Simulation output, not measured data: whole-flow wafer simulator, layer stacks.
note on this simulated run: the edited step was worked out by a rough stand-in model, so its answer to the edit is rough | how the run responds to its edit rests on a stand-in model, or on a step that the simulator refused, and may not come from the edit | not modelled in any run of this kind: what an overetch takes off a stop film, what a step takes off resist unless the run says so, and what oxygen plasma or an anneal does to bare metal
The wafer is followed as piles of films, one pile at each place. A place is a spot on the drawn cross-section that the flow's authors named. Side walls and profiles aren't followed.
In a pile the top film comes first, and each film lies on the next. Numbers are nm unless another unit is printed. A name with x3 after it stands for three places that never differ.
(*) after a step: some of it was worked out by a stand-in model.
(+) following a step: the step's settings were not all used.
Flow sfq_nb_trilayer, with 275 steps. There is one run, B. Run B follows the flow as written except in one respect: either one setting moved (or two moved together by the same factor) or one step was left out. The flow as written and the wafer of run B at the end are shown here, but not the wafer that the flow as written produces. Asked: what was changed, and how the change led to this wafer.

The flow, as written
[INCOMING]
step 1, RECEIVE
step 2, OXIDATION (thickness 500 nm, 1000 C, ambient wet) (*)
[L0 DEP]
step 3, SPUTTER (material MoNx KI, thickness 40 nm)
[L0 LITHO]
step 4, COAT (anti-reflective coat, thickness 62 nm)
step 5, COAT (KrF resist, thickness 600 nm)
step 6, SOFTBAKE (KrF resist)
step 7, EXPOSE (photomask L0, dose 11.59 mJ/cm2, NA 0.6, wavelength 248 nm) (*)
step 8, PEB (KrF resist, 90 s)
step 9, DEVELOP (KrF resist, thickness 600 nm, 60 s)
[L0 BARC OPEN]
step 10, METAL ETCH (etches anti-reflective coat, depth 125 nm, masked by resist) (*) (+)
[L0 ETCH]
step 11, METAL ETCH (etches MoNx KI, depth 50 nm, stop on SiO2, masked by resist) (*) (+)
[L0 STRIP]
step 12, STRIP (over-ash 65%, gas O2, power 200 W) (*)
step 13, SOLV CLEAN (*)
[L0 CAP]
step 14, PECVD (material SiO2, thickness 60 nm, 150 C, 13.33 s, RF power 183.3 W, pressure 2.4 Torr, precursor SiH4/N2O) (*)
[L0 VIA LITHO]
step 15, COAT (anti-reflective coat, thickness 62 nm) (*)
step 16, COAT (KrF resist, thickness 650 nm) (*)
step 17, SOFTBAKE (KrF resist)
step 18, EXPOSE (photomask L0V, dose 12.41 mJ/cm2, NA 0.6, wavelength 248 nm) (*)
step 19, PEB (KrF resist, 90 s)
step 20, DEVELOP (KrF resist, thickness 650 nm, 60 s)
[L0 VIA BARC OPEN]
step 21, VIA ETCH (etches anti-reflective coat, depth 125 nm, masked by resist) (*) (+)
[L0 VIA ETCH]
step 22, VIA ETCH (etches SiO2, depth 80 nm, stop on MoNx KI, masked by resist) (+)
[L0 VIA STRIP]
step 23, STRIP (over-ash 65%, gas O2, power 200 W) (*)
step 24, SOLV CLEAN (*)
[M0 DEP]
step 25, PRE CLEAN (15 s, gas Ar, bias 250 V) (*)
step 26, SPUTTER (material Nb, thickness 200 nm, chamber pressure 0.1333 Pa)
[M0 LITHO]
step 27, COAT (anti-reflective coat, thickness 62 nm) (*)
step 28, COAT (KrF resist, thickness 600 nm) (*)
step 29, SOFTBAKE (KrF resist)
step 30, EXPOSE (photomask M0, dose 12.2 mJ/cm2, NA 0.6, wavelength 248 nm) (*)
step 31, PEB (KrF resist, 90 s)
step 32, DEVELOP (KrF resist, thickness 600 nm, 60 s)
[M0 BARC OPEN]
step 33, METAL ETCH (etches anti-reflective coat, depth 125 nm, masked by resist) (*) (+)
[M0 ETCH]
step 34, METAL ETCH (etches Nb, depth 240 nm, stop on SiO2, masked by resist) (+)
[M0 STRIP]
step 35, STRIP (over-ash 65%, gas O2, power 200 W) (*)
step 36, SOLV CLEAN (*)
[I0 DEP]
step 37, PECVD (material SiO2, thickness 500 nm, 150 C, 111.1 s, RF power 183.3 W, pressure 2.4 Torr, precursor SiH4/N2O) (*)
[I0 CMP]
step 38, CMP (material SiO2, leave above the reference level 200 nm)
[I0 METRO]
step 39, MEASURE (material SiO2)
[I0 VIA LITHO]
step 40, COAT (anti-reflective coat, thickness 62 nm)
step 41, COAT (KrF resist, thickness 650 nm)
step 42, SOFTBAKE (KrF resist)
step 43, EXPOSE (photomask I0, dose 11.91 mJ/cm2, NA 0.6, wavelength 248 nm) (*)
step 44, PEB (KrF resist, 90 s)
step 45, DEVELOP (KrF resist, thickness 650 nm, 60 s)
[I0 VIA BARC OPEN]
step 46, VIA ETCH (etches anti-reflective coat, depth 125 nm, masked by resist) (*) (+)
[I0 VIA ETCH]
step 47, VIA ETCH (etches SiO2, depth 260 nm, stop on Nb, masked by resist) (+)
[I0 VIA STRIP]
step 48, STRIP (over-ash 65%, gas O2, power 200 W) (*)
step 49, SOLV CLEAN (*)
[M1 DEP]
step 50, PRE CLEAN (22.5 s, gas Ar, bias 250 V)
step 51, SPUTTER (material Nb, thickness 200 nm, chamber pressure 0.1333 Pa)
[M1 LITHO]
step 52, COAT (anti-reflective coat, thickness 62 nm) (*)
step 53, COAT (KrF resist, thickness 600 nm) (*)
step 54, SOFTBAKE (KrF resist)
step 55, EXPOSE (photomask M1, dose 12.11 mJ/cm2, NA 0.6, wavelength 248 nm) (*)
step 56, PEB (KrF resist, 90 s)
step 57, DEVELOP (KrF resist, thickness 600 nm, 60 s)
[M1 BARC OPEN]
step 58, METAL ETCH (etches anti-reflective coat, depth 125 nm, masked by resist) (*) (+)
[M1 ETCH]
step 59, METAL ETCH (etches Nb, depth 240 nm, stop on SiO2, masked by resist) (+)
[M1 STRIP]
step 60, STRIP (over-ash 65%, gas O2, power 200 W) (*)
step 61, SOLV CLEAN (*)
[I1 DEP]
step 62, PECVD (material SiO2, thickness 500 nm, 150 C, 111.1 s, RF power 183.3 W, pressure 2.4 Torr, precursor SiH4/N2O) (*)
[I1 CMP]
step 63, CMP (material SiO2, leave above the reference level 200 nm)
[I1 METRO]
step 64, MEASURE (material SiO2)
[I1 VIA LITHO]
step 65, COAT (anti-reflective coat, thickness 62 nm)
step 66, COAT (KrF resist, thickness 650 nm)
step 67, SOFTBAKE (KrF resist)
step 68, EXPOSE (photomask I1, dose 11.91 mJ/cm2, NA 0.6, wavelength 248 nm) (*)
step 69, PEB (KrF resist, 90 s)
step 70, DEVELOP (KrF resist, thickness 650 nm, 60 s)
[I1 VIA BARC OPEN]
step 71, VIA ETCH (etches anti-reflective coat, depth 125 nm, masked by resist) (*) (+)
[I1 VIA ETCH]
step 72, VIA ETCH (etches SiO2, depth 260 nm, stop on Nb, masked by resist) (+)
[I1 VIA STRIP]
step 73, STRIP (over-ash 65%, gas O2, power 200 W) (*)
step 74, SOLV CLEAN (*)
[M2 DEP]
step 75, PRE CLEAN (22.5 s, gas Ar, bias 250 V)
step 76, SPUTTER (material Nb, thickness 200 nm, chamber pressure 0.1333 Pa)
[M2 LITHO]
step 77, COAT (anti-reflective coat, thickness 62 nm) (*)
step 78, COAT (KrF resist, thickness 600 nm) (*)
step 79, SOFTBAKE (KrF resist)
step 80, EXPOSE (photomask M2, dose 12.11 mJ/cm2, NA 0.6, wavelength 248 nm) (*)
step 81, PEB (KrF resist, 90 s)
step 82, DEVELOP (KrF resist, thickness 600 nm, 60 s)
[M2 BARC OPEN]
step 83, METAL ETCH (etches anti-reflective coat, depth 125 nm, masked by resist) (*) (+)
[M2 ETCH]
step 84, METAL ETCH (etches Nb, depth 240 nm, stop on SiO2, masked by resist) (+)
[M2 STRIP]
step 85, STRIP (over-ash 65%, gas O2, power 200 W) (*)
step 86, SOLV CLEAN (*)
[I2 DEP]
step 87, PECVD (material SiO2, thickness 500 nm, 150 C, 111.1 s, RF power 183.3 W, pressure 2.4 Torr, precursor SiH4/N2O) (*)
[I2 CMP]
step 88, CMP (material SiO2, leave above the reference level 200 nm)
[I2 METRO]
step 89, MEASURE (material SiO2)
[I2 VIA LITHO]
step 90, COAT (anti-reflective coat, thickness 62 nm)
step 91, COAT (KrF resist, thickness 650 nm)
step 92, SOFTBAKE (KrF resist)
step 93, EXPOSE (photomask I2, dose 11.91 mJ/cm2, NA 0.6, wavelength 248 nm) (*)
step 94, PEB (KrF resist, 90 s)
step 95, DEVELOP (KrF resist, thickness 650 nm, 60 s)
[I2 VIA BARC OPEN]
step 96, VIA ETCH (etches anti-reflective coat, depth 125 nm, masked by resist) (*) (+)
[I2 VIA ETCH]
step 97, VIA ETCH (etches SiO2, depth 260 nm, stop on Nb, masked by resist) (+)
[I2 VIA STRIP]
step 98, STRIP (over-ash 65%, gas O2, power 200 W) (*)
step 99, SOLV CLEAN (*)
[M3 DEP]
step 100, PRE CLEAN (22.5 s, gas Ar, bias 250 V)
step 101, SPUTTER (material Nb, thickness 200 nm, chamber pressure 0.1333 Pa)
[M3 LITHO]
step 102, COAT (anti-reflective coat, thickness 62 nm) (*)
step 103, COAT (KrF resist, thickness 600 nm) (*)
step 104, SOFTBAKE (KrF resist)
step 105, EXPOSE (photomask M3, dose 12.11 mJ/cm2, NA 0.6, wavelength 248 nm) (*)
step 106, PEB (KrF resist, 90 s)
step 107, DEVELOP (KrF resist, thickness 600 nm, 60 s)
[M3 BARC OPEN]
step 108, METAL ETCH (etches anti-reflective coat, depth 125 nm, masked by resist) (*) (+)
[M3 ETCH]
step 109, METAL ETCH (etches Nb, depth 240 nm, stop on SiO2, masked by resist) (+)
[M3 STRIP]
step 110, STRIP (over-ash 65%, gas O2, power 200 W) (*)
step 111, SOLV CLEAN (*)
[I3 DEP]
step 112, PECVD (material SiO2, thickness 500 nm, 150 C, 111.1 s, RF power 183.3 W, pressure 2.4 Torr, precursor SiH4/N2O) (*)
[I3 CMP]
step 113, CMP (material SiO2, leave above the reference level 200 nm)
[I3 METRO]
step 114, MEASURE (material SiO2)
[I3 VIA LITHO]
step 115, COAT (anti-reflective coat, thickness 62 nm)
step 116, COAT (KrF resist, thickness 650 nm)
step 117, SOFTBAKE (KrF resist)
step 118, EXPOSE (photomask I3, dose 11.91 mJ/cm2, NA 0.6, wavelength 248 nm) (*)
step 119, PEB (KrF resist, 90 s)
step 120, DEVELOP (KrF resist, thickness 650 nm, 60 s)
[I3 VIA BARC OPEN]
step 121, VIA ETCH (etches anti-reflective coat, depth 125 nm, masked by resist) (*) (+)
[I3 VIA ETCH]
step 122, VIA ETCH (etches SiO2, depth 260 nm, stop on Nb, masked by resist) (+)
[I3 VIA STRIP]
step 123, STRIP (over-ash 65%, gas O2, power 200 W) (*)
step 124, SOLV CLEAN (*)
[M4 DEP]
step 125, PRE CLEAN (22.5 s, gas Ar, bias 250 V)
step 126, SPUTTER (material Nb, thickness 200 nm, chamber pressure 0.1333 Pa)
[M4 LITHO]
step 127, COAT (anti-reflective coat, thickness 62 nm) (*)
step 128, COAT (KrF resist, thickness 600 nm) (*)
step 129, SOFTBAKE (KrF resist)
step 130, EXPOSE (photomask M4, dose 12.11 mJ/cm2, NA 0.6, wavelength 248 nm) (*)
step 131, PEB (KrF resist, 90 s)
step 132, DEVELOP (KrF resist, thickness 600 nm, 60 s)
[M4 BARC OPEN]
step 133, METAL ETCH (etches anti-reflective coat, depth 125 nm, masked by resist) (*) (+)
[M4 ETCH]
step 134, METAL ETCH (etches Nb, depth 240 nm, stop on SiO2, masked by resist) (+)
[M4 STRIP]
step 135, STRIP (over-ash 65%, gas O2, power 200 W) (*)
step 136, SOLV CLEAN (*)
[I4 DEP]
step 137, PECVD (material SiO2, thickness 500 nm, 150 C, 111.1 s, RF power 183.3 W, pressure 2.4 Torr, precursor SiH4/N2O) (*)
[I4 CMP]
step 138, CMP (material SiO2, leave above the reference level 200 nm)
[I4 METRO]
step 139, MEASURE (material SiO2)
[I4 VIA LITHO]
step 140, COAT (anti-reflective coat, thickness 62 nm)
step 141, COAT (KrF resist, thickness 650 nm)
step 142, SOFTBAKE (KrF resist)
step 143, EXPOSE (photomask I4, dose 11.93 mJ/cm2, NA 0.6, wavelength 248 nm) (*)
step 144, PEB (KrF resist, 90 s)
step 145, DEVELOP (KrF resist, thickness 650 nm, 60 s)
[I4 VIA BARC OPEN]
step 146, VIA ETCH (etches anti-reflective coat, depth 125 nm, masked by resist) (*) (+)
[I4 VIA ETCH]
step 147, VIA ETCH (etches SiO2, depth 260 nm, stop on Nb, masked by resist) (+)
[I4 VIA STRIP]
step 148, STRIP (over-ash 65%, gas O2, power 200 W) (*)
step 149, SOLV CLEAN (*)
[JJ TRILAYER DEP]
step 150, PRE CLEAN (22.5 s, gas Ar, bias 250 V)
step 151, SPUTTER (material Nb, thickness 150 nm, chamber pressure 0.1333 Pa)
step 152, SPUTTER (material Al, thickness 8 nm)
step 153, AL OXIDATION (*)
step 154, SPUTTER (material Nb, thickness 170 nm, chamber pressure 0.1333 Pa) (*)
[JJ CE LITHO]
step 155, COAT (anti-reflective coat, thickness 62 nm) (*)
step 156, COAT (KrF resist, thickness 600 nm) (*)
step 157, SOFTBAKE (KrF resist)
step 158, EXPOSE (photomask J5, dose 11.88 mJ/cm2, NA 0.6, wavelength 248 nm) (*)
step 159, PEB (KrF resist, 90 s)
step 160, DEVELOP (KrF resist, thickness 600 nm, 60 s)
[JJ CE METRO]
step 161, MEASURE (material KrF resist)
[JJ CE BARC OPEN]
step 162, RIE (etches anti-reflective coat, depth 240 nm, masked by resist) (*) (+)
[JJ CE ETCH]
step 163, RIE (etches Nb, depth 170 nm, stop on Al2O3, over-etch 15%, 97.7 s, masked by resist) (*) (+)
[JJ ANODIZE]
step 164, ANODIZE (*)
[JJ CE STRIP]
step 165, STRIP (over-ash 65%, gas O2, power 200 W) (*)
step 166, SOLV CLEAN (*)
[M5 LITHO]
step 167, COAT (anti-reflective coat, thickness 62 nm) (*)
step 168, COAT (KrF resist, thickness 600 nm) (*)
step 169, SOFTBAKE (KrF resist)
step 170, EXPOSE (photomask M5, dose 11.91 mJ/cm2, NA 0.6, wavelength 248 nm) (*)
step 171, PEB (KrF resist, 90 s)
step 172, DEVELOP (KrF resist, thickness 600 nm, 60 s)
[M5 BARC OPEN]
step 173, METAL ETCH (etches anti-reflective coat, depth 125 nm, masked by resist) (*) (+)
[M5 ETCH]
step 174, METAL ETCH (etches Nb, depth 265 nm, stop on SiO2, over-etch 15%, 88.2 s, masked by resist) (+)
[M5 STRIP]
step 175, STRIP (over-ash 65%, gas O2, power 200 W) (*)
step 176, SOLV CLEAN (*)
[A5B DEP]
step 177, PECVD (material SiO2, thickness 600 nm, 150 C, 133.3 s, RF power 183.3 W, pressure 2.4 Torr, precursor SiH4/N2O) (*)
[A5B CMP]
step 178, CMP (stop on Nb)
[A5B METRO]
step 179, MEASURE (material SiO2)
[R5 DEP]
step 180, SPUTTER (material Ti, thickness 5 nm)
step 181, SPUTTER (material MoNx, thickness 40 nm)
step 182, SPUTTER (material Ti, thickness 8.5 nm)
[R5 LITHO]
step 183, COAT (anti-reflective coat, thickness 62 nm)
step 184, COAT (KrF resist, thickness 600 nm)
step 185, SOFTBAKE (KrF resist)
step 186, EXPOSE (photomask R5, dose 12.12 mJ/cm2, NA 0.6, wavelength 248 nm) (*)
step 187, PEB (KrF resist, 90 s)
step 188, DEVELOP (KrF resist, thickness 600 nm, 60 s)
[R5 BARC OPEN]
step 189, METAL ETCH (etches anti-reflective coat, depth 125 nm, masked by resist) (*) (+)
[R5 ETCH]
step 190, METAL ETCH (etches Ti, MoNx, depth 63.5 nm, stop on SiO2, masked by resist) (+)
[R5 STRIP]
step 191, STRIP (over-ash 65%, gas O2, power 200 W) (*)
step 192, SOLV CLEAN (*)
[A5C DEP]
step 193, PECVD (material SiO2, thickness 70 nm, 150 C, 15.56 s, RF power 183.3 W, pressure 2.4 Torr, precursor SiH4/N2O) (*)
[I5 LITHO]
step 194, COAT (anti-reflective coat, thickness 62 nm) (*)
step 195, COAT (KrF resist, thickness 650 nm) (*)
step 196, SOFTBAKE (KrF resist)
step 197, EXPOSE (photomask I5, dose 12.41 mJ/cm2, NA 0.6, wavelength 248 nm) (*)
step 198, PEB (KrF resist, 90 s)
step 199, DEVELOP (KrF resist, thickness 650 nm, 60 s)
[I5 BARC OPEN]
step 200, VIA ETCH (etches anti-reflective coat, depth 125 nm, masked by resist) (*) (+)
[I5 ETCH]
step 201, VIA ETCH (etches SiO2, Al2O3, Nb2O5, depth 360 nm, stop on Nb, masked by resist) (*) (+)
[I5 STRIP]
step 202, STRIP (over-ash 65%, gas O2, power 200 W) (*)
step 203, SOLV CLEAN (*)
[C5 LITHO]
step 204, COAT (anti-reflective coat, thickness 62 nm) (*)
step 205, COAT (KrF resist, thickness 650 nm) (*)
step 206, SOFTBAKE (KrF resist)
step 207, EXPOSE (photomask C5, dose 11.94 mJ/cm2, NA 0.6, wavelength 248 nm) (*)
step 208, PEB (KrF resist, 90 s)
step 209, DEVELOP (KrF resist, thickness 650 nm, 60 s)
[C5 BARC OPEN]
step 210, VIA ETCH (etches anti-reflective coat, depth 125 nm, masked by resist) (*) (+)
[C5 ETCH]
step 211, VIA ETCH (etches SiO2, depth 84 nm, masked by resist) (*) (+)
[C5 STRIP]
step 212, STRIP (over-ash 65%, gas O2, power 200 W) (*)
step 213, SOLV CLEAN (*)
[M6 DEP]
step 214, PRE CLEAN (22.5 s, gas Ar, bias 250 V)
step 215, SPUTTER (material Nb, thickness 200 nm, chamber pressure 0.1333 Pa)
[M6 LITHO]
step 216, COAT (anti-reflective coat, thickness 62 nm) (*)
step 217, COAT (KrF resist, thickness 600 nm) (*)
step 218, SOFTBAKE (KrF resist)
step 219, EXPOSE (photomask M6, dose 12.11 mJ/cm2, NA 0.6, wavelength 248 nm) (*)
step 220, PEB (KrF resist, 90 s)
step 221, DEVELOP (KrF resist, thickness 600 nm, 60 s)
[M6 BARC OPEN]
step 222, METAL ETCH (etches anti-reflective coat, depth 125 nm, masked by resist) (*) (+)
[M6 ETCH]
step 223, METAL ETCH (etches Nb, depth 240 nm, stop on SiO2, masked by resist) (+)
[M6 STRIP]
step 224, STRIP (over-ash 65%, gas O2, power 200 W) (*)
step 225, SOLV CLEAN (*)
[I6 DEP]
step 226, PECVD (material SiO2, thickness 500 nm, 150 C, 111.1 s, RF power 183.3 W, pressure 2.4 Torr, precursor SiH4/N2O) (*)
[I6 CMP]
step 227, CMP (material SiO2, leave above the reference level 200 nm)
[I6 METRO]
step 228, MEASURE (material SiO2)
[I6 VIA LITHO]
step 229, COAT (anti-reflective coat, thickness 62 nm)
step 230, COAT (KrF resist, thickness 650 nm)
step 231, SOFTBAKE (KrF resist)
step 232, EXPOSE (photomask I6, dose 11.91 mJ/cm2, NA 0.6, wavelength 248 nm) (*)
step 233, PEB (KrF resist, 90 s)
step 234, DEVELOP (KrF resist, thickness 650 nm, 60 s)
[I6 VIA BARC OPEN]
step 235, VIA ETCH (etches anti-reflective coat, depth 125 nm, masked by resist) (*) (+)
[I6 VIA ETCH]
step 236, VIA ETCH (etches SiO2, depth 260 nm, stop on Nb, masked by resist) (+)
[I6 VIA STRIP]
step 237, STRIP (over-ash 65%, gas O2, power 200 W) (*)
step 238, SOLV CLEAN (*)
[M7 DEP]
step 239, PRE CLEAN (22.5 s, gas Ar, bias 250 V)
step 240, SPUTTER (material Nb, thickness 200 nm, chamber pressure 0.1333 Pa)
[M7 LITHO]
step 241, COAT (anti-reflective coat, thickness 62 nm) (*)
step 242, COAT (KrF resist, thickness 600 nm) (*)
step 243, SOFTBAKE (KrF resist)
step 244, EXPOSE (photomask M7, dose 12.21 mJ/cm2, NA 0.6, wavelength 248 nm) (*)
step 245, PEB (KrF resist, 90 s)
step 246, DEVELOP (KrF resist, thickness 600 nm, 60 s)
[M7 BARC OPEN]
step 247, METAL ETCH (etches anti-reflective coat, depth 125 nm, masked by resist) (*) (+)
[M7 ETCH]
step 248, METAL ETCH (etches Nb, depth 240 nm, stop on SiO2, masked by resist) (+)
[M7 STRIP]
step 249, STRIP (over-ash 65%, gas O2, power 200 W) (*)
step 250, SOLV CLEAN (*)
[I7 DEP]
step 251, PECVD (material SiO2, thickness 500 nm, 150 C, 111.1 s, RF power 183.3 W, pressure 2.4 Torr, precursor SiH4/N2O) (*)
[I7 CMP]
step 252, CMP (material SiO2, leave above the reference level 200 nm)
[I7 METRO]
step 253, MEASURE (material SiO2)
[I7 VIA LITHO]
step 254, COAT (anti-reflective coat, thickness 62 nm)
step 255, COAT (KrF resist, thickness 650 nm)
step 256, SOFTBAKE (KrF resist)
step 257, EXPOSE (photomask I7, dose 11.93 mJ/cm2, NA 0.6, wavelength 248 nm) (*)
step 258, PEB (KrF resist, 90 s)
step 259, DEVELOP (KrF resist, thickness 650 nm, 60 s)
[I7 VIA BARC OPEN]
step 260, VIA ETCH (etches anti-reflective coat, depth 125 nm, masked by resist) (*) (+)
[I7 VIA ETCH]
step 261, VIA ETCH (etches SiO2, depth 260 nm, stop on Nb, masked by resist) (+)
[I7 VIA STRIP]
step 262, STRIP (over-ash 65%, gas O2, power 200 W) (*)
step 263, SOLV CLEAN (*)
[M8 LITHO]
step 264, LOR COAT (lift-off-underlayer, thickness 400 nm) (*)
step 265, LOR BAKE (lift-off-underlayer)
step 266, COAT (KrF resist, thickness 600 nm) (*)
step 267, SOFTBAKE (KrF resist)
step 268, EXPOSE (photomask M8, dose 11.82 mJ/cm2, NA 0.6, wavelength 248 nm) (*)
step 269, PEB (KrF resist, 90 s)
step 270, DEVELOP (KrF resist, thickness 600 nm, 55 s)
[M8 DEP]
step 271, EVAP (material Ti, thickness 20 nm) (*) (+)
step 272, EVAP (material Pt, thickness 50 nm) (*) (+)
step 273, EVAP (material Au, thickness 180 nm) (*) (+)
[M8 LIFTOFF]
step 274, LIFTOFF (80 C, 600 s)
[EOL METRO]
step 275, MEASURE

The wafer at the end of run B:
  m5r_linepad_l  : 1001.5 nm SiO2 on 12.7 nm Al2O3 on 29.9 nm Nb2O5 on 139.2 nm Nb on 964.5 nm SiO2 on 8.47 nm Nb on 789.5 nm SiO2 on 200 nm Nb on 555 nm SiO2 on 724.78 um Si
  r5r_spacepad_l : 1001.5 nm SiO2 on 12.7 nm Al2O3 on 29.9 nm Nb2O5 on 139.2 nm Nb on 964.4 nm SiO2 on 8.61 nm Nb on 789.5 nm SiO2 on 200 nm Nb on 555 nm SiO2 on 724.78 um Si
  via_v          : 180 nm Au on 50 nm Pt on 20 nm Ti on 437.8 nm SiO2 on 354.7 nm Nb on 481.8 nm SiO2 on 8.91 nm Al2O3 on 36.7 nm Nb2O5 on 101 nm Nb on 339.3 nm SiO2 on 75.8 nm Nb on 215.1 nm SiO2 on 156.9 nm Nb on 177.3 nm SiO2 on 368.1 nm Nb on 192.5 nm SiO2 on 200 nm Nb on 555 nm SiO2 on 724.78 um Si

Cause: step 87, PECVD: thickness 212 nm was run, though the flow has thickness 500 nm; step 87, PECVD: 47.22 s was run, where the flow has 111.1 s.

How this came from the change, step by step:
  step 87, PECVD (material SiO2, thickness 500 nm, 150 C, 111.1 s, RF power 183.3 W, pressure 2.4 Torr, precursor SiH4/N2O) (*)
      field_l, be, be_sur and 81 more: SiO2 gains 212 (as written it would have been: SiO2 gains 500)
      v_sur, via_wl, via_w and 18 more: SiO2 gains 212 (new film) (as written it would have been: SiO2 gains 500 (new film))
      (and at 1 other place as well)
  step 88, CMP (material SiO2, leave above the reference level 200 nm)
      field_l, be, be_sur and 81 more: nothing (as written it would have been: SiO2 loses 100)
      via_v: nothing (as written it would have been: SiO2 loses 181.6)
      (and at 21 other places as well)
  step 90, COAT (anti-reflective coat, thickness 62 nm)
      c5j, p3_s3, p3_l4, p3_s4: anti-reflective coat gains 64 (new film) (as written it would have been: anti-reflective coat gains 62 (new film))
      gap, jj_sur, be_r: anti-reflective coat gains 63.6 (new film) (as written it would have been: anti-reflective coat gains 62 (new film))
      (and at 76 other places as well)
  step 91, COAT (KrF resist, thickness 650 nm)
      be_sur, m0r_space_l, m6r_space_l, m7r_space_l: KrF resist gains 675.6 (new film) (as written it would have been: KrF resist gains 650 (new film))
      m0r_line_l, m6r_line_l, m7r_line_l: KrF resist gains 685.4 (new film) (as written it would have been: KrF resist gains 650 (new film))
      (and at 62 other places as well)
  step 95, DEVELOP (KrF resist, thickness 650 nm, 60 s)
      via_w: KrF resist loses 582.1 (all of it) (as written it would have been: KrF resist loses 648.6 (all of it))
  step 96, VIA ETCH (etches anti-reflective coat, depth 125 nm, masked by resist) (*) (+)
      field_l, v_sur, via_wl and 102 more: KrF resist loses 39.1 (as written it would have been: KrF resist loses 51.7)
      via_w: anti-reflective coat loses 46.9 (all of it), SiO2 loses 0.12 (as written it would have been: anti-reflective coat loses 62 (all of it), SiO2 loses 0.16)
  step 98, STRIP (over-ash 65%, gas O2, power 200 W) (*)
      lsp_l, ln_m5, lsp_m: KrF resist loses 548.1 (all of it), anti-reflective coat loses 63.1 (all of it) (as written it would have been: KrF resist loses 528.6 (all of it), anti-reflective coat loses 62 (all of it))
      m0r_line_l, m6r_line_l, m7r_line_l: KrF resist loses 576.5 (all of it), anti-reflective coat loses 61.8 (all of it) (as written it would have been: KrF resist loses 528.6 (all of it), anti-reflective coat loses 62 (all of it))
      (and at 99 other places as well)
  step 101, SPUTTER (material Nb, thickness 200 nm, chamber pressure 0.1333 Pa)
      via_v: Nb gains 156.9 (new film) (as written it would have been: Nb gains 200 (new film))
  step 102, COAT (anti-reflective coat, thickness 62 nm) (*)
      m0r_space_l, m0r_space_r, m6r_space_l, m6r_space_r, m7r_space_l, m7r_space_r: anti-reflective coat gains 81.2 (new film) (as written it would have been: anti-reflective coat gains 62 (new film))
      p3_l3, p3_s4, p3_l5, p3_l6: anti-reflective coat gains 64.1 (new film) (as written it would have been: anti-reflective coat gains 62 (new film))
      (and at 72 other places as well)
  step 103, COAT (KrF resist, thickness 600 nm) (*)
      m0r_line_l, m0r_line_r, m6r_line_l, m6r_line_r, m7r_line_l, m7r_line_r: KrF resist gains 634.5 (new film) (as written it would have been: KrF resist gains 600 (new film))
      m0r_space_l, m0r_space_r, m6r_space_l, m6r_space_r, m7r_space_l, m7r_space_r: KrF resist gains 625.1 (new film) (as written it would have been: KrF resist gains 600 (new film))
      (and at 57 other places as well)
  step 107, DEVELOP (KrF resist, thickness 600 nm, 60 s)
      m0r_line_l, m0r_line_r, m6r_line_l, m6r_line_r, m7r_line_l, m7r_line_r: KrF resist loses 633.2 (all of it) (as written it would have been: KrF resist loses 598.7 (all of it))
      m0r_space_l, m0r_space_r, m6r_space_l, m6r_space_r, m7r_space_l, m7r_space_r: KrF resist loses 623.8 (all of it) (as written it would have been: KrF resist loses 598.7 (all of it))
      (and at 34 other places as well)
  step 108, METAL ETCH (etches anti-reflective coat, depth 125 nm, masked by resist) (*) (+)
      m5r_linepad_l, m5r_linepad_r, r5r_spacepad_l, r5r_spacepad_r, m8r_pad_l, m8r_pad_r: anti-reflective coat loses 125 (as written it would have been: anti-reflective coat loses 62 (all of it))
      v_sur, via_wl, via_w and 28 more: KrF resist loses 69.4 (as written it would have been: KrF resist loses 51.7)
      (and at 49 other places as well)
  step 109, METAL ETCH (etches Nb, depth 240 nm, stop on SiO2, masked by resist) (+)
      m5r_linepad_l, m5r_linepad_r: anti-reflective coat loses 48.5 (all of it), Nb loses 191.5 (as written it would have been: Nb loses 200 (all of it))
      r5r_spacepad_l, r5r_spacepad_r: anti-reflective coat loses 48.6 (all of it), Nb loses 191.4 (as written it would have been: Nb loses 200 (all of it))
      (and at 2 other places as well)
  step 110, STRIP (over-ash 65%, gas O2, power 200 W) (*)
      v_sur: KrF resist loses 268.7 (all of it), anti-reflective coat loses 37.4 (all of it) (as written it would have been: KrF resist loses 365.3 (all of it), anti-reflective coat loses 61.1 (all of it))
      via_wl: KrF resist loses 283.5 (all of it), anti-reflective coat loses 27.3 (all of it) (as written it would have been: KrF resist loses 384.2 (all of it), anti-reflective coat loses 34.2 (all of it))
      (and at 28 other places as well)
  step 112, PECVD (material SiO2, thickness 500 nm, 150 C, 111.1 s, RF power 183.3 W, pressure 2.4 Torr, precursor SiH4/N2O) (*)
      m5r_linepad_l, m5r_linepad_r, r5r_spacepad_l, r5r_spacepad_r: SiO2 gains 500 (new film) (as written it would have been: SiO2 gains 500)
      via_v: SiO2 gains 639.8 (new film) (as written it would have been: SiO2 gains 500 (new film))
  step 113, CMP (material SiO2, leave above the reference level 200 nm)
      field_l, be, be_sur and 64 more: nothing (as written it would have been: SiO2 loses 100)
      p4_g1, p4_g2, p3_s0, p3_s1, p3_s2, p3_s3, p3_s4, p3_s5: nothing (as written it would have been: SiO2 loses 157.1)
      (and at 10 other places as well)
  ... 33 other steps ...
  step 178, CMP (stop on Nb)
      via_v: SiO2 loses 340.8 (as written it would have been: SiO2 loses 453.5)
If metal films that touch count as one body, m5r_linepad_l has 3 bodies (between them, from the top down: SiO2 964.5; SiO2 789.5); the flow as written gives 2 bodies (between them, from the top down: SiO2 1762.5).
If metal films that touch count as one body, r5r_spacepad_l has 3 bodies (between them, from the top down: SiO2 964.4; SiO2 789.5); the flow as written gives 2 bodies (between them, from the top down: SiO2 1762.5).
If metal films that touch count as one body, via_v has 7 bodies (between them, from the top down: SiO2 437.8; SiO2 481.8 / Al2O3 8.91 / Nb2O5 36.7; SiO2 339.3; SiO2 215.1; SiO2 177.3; SiO2 192.5); the flow as written gives 6 bodies (between them, from the top down: SiO2 437.8; SiO2 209 / Al2O3 12.7 / Nb2O5 29.9; SiO2 425.9; SiO2 416.9; SiO2 192.5).
